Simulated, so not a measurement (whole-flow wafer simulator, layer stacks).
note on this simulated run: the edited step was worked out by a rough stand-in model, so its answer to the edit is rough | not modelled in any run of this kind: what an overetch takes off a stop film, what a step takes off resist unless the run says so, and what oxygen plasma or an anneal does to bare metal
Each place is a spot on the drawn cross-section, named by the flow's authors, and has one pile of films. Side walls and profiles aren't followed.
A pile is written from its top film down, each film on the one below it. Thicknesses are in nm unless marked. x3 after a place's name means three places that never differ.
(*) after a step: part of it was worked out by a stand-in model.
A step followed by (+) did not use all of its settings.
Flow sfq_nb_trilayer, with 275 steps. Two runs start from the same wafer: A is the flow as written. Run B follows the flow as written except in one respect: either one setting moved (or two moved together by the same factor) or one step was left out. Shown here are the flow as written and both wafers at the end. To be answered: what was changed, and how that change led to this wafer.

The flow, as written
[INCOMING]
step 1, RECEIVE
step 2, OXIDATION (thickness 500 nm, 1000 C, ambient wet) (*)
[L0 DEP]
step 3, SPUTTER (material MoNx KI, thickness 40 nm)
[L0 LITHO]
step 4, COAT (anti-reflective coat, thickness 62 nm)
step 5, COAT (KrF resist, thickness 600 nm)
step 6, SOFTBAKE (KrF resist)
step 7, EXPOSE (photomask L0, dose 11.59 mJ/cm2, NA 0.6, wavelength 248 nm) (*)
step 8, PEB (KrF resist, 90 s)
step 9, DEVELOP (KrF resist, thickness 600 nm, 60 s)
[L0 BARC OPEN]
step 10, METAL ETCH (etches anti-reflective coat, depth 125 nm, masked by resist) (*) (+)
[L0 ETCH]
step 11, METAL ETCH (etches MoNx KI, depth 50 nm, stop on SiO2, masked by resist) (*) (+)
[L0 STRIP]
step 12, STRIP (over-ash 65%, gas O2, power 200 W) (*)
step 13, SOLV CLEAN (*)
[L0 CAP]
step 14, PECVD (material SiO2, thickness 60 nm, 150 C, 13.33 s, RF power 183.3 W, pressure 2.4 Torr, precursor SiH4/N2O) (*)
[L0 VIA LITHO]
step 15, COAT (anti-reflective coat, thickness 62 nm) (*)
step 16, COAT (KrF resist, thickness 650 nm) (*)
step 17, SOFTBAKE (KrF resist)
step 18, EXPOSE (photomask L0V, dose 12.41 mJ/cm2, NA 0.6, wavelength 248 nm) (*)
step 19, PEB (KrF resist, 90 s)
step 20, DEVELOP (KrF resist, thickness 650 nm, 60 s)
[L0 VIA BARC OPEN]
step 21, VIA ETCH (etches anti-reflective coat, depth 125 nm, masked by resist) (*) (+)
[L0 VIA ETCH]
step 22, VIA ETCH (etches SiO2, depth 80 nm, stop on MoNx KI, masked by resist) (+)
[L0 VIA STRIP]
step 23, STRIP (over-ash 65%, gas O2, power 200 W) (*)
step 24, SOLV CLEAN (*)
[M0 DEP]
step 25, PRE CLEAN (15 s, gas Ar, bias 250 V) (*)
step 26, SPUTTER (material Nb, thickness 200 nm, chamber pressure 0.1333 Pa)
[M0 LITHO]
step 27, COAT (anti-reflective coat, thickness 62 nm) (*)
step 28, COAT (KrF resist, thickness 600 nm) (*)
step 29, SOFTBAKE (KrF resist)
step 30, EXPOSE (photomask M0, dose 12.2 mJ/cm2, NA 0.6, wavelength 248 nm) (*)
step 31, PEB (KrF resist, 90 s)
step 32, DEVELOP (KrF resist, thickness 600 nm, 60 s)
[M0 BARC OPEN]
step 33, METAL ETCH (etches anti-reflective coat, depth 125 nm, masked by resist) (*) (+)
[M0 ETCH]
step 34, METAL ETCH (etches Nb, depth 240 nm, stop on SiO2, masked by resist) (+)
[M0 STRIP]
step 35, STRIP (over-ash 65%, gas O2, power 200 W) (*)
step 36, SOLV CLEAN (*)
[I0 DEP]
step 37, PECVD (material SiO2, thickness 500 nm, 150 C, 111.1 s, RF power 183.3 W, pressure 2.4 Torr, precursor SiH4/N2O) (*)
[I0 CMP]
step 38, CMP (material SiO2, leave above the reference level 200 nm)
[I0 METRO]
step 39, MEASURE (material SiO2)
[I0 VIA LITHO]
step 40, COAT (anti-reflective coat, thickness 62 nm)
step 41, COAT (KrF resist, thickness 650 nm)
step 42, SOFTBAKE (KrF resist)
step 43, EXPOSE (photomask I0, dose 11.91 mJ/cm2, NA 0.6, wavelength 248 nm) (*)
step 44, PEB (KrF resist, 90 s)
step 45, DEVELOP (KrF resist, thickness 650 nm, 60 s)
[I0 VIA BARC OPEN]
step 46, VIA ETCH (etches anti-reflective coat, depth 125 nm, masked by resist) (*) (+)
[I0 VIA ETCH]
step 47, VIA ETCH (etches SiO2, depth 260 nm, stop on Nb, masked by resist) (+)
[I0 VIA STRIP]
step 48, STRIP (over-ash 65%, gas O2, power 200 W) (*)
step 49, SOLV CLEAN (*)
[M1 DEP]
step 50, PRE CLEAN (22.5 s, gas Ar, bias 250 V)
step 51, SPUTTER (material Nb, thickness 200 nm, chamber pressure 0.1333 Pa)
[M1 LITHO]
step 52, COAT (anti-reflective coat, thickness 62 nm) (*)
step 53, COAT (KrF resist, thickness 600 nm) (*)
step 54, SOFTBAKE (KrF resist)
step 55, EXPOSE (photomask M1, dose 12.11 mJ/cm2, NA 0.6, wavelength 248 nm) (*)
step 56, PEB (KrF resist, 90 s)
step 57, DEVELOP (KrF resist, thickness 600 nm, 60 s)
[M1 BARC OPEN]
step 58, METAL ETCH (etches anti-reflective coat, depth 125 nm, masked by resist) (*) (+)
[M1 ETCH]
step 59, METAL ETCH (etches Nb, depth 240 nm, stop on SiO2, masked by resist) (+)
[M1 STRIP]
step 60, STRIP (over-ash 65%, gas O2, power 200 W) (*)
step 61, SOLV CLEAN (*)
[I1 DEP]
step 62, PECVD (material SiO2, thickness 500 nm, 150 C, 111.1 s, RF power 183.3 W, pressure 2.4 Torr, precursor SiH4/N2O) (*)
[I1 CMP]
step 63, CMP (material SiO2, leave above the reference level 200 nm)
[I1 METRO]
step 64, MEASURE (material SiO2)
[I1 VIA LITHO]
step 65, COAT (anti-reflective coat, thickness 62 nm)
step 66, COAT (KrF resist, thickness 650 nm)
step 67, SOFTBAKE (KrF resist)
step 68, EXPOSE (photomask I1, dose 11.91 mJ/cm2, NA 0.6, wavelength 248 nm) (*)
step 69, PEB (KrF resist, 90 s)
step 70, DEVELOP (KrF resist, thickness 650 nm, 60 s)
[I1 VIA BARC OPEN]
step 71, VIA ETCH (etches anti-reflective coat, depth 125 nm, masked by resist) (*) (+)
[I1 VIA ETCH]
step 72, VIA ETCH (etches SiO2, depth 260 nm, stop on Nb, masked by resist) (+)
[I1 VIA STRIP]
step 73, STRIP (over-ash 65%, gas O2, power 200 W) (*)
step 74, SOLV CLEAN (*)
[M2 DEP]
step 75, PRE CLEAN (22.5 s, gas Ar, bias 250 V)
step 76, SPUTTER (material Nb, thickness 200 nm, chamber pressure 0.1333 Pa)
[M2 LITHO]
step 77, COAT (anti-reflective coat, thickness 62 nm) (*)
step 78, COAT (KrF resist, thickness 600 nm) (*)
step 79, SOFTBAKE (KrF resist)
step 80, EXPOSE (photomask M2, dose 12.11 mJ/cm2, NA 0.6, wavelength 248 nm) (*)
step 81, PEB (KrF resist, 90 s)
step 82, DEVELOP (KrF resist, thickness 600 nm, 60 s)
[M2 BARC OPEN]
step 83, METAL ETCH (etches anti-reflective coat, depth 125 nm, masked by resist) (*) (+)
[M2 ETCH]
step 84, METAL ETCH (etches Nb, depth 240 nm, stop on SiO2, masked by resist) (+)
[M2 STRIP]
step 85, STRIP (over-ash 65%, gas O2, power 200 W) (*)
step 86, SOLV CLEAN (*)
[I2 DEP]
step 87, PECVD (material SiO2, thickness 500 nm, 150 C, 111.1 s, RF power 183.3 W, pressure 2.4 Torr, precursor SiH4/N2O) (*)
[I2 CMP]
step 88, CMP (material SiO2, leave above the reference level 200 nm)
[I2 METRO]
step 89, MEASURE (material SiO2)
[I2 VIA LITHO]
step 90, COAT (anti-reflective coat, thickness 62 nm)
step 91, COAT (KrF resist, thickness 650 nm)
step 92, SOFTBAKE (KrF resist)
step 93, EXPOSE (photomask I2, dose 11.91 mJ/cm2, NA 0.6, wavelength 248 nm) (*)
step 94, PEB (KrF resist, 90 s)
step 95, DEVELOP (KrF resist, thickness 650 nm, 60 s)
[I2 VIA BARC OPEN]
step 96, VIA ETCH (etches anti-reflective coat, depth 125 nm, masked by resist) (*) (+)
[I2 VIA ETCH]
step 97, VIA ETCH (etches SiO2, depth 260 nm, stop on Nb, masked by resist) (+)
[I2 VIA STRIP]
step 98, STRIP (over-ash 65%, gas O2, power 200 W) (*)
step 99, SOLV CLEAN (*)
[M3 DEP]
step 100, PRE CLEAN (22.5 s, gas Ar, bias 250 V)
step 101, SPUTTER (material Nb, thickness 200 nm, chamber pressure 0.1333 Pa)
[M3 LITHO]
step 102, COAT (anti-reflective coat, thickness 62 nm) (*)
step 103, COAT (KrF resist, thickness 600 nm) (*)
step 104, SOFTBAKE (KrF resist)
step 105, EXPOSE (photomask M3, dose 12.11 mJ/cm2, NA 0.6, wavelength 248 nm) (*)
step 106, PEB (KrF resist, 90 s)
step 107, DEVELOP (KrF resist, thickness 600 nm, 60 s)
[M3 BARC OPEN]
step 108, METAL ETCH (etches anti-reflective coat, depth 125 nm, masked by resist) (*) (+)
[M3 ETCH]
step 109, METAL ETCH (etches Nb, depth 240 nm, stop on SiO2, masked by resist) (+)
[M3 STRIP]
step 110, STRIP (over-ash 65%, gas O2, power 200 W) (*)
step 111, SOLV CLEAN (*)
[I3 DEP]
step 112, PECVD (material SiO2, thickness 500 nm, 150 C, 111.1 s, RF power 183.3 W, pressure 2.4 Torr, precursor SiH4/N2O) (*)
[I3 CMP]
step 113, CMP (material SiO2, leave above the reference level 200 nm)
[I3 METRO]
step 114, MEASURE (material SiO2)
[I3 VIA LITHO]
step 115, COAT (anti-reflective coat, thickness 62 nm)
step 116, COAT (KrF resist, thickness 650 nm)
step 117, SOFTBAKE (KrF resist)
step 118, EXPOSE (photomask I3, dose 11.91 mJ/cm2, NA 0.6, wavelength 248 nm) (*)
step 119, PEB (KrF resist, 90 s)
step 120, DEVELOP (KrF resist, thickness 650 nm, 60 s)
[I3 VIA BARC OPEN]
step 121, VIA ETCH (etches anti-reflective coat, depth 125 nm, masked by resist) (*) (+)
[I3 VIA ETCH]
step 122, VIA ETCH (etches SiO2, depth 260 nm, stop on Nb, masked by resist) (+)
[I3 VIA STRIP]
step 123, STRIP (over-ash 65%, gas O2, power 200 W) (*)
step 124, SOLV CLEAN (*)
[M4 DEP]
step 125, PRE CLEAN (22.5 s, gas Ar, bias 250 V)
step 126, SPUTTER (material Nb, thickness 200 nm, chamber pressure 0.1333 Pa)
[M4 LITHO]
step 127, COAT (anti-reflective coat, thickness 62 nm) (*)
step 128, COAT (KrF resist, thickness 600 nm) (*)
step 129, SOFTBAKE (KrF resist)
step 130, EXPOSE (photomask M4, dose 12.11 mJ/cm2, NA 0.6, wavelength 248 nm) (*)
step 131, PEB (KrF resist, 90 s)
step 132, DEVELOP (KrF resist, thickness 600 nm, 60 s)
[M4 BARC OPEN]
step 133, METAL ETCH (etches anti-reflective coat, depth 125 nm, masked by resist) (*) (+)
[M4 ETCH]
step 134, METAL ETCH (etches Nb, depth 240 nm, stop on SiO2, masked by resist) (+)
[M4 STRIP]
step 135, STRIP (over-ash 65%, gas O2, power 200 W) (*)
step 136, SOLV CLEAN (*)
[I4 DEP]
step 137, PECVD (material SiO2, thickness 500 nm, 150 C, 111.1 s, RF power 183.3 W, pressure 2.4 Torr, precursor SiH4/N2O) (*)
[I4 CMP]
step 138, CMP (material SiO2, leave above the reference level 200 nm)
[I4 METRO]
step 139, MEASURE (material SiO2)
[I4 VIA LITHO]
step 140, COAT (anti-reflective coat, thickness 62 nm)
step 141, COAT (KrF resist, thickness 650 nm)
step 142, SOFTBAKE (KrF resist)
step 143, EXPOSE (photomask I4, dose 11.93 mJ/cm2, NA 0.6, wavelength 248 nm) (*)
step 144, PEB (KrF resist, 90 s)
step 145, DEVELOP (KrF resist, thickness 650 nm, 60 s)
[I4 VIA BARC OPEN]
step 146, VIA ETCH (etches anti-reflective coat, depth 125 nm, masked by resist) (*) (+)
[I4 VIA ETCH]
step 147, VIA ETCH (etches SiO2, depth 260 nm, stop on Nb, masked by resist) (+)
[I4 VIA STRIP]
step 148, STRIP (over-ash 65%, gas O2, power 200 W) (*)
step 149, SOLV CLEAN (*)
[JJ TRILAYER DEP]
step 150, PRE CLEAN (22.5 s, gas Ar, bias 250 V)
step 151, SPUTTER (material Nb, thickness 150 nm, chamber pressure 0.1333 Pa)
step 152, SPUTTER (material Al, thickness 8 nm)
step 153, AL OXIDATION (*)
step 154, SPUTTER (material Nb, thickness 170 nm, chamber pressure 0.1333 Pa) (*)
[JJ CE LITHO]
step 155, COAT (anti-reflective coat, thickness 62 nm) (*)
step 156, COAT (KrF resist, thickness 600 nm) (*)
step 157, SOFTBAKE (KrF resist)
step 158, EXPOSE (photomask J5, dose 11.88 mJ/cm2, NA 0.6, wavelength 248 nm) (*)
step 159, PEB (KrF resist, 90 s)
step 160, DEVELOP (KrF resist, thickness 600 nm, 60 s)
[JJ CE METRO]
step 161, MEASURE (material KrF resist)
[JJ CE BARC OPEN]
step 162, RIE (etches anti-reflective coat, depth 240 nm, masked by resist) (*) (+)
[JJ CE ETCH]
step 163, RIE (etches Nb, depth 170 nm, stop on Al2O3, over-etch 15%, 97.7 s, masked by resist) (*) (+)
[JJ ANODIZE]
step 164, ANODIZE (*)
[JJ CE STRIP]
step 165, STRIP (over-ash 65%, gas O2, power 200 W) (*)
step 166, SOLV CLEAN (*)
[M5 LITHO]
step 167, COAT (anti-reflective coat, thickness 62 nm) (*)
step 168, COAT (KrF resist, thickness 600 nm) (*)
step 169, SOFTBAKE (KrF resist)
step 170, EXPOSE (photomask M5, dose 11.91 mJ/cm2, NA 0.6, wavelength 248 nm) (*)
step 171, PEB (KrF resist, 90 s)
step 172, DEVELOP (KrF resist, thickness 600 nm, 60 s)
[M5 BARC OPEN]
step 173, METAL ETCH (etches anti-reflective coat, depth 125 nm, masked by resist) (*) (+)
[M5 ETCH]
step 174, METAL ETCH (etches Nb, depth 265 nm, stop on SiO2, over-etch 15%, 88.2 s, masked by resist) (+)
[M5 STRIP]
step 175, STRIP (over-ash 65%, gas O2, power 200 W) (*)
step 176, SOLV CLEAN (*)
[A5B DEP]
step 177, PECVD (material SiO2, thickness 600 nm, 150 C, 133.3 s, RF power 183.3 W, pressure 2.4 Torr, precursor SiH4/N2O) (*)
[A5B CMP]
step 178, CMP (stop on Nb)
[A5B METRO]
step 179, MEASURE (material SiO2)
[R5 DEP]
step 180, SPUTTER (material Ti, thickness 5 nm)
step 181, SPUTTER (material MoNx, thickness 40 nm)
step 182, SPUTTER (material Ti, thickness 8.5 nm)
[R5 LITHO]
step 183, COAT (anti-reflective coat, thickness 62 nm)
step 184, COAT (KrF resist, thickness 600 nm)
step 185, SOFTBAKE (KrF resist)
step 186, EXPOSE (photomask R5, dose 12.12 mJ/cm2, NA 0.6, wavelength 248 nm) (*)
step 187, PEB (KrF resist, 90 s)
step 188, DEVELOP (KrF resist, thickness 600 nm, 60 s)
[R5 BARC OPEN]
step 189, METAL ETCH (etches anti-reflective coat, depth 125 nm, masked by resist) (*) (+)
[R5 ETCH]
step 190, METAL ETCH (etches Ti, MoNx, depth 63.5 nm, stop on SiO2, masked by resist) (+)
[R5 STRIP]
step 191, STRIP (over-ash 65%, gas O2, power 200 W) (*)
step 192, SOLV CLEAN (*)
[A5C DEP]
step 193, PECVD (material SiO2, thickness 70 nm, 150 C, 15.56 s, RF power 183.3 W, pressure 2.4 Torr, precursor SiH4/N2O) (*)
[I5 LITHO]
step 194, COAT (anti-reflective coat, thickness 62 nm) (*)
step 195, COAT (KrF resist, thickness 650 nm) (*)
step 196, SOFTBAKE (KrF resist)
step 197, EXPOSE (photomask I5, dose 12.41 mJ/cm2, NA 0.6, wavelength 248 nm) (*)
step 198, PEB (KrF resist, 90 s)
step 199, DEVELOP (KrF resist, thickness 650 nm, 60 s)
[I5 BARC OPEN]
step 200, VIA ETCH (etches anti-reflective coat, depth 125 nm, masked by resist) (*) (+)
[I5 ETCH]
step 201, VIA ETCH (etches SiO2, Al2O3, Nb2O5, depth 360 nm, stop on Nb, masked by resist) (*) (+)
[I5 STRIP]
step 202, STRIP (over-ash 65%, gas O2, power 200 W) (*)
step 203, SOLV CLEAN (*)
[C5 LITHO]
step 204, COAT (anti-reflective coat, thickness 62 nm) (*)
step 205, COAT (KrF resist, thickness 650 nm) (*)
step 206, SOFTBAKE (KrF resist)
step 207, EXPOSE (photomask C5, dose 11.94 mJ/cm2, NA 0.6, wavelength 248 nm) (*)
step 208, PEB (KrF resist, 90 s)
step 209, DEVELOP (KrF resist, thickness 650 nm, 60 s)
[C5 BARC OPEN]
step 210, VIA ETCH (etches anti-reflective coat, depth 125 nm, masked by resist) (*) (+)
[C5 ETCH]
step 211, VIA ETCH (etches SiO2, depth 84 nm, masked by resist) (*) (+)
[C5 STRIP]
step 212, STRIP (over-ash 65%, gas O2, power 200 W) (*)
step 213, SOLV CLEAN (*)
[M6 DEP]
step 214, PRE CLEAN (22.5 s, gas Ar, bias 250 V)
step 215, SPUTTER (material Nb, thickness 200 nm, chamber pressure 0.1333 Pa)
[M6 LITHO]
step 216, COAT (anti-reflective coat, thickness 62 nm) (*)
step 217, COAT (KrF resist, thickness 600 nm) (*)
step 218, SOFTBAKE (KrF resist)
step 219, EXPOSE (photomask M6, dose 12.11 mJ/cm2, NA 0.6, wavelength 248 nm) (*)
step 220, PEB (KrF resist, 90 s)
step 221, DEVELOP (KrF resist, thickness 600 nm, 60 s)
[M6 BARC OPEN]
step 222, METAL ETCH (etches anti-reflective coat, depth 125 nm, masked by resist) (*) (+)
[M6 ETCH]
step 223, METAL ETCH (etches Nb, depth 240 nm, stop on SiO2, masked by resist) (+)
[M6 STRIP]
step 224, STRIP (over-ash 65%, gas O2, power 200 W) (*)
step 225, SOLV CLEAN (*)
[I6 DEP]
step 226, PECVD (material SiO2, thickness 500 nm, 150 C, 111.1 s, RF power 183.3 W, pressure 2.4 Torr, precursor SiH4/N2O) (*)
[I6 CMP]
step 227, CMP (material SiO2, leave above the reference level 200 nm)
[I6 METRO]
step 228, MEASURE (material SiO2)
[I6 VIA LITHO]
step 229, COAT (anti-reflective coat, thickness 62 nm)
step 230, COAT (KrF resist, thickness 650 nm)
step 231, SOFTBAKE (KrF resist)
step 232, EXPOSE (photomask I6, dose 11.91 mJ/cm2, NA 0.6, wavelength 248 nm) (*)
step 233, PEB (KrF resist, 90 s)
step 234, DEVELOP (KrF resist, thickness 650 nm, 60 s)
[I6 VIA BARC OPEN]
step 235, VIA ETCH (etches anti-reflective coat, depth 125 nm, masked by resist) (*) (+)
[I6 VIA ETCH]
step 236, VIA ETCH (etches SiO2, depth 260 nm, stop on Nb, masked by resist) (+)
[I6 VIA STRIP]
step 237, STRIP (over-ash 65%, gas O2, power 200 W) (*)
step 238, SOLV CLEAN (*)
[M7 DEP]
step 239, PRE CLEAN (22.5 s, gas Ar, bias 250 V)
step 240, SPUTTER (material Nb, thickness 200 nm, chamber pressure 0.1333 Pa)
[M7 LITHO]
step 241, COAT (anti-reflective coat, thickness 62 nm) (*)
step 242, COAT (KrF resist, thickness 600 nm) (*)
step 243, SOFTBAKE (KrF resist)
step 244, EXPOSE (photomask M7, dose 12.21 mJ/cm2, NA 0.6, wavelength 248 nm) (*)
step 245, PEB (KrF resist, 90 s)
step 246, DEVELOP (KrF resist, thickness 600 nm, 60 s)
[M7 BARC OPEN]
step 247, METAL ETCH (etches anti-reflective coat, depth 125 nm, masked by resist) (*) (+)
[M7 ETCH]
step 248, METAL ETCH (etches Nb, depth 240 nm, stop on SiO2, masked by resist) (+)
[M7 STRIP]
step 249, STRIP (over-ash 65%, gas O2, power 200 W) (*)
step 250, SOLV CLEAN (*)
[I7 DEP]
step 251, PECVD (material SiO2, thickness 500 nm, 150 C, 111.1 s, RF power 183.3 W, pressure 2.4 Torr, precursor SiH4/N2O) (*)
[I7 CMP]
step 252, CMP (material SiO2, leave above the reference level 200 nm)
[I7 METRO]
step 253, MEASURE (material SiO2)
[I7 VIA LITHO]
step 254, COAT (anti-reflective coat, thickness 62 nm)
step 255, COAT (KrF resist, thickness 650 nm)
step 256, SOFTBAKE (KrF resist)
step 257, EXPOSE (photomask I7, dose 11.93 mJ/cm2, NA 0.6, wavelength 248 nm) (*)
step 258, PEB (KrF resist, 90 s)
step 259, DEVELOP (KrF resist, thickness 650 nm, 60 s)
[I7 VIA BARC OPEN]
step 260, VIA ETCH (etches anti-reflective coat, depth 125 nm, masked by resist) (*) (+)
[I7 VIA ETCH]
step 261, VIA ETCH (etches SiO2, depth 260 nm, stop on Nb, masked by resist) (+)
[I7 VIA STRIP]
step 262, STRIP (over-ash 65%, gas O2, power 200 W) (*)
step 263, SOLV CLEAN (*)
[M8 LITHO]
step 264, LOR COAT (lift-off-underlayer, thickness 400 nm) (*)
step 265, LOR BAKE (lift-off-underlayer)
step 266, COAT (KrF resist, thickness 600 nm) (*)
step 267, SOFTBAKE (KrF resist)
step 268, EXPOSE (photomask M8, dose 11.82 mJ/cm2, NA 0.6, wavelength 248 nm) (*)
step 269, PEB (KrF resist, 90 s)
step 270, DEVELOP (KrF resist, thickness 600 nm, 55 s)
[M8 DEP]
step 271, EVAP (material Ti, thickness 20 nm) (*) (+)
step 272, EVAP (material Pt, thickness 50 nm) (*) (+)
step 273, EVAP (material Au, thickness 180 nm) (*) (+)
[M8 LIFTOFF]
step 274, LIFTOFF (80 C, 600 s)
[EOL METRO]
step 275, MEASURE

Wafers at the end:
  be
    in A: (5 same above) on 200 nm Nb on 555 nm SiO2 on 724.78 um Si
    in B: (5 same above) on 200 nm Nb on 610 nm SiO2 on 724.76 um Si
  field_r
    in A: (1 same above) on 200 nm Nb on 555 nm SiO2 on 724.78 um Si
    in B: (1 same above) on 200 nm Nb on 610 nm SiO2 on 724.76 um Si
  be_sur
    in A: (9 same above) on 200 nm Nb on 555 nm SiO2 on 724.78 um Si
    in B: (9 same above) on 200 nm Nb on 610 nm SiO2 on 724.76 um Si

What caused this: step 2, OXIDATION: thickness 555 nm was run, though the flow has thickness 500 nm.

How this came from the change, step by step:
  step 2, OXIDATION (thickness 500 nm, 1000 C, ambient wet) (*)
      field_l, v_sur, via_wl and 103 more: A SiO2 gains 500 (new film), chemical SiO2 loses 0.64 (all of it), Si loses 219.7 | B SiO2 gains 555 (new film), chemical SiO2 loses 0.64 (all of it), Si loses 243.9
